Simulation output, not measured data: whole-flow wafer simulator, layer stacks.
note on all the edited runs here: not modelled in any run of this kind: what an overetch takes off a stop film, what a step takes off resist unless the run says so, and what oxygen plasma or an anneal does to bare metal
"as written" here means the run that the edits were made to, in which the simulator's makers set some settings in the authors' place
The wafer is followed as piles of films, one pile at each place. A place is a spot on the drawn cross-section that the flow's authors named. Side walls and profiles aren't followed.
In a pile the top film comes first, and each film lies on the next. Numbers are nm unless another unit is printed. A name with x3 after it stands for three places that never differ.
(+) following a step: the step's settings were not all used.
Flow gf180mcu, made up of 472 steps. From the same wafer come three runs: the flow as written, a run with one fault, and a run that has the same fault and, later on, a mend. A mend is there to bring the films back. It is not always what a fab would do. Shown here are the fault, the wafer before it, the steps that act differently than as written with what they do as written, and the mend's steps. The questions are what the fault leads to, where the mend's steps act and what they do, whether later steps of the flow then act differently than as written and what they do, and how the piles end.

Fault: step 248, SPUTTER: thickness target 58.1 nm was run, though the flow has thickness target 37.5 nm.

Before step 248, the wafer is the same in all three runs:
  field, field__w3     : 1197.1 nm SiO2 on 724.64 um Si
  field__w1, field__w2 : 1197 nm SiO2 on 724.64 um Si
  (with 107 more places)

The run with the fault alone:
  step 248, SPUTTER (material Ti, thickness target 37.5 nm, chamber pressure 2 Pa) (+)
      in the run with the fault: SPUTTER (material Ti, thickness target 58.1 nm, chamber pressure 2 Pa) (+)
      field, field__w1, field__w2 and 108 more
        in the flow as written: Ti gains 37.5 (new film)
        in the run with the fault: Ti gains 58.1 (new film)
  Later steps of the flow acting differently than as written:
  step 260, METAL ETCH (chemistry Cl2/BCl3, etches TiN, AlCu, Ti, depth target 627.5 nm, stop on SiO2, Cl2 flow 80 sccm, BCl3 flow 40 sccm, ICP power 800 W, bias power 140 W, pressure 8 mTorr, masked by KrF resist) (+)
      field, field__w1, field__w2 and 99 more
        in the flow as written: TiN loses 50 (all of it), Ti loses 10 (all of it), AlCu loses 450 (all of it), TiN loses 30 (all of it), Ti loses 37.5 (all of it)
        in the run with the fault: TiN loses 50 (all of it), Ti loses 10 (all of it), AlCu loses 450 (all of it), TiN loses 30 (all of it), Ti loses 58.1 (all of it)
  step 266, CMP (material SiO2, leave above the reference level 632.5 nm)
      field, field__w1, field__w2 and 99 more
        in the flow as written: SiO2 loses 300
        in the run with the fault: SiO2 loses 279.4
  The piles end different from the flow's at field__w8, contact, m1 and 6 more by more than 2% or 0.5 nm, whichever is larger.
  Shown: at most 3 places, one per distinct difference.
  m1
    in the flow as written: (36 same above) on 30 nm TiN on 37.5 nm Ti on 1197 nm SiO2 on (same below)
    in the run with the fault: (36 same above) on 30 nm TiN on 58.1 nm Ti on 1197 nm SiO2 on (same below)
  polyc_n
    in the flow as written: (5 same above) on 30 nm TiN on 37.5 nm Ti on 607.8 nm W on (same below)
    in the run with the fault: (5 same above) on 30 nm TiN on 58.1 nm Ti on 607.8 nm W on (same below)
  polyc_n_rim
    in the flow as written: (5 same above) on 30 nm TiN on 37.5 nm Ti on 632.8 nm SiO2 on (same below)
    in the run with the fault: (5 same above) on 30 nm TiN on 58.1 nm Ti on 632.8 nm SiO2 on (same below)

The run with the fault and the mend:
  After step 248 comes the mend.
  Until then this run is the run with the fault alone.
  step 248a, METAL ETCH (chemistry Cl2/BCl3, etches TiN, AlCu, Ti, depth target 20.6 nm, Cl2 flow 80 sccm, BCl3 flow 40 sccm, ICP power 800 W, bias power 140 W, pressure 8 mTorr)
      field, field__w1, field__w2 and 108 more
        Ti loses 20.6
  Every later step of the flow that is run acts as written at every place that is followed.
  The piles end the same as the flow's at every place that both follow.
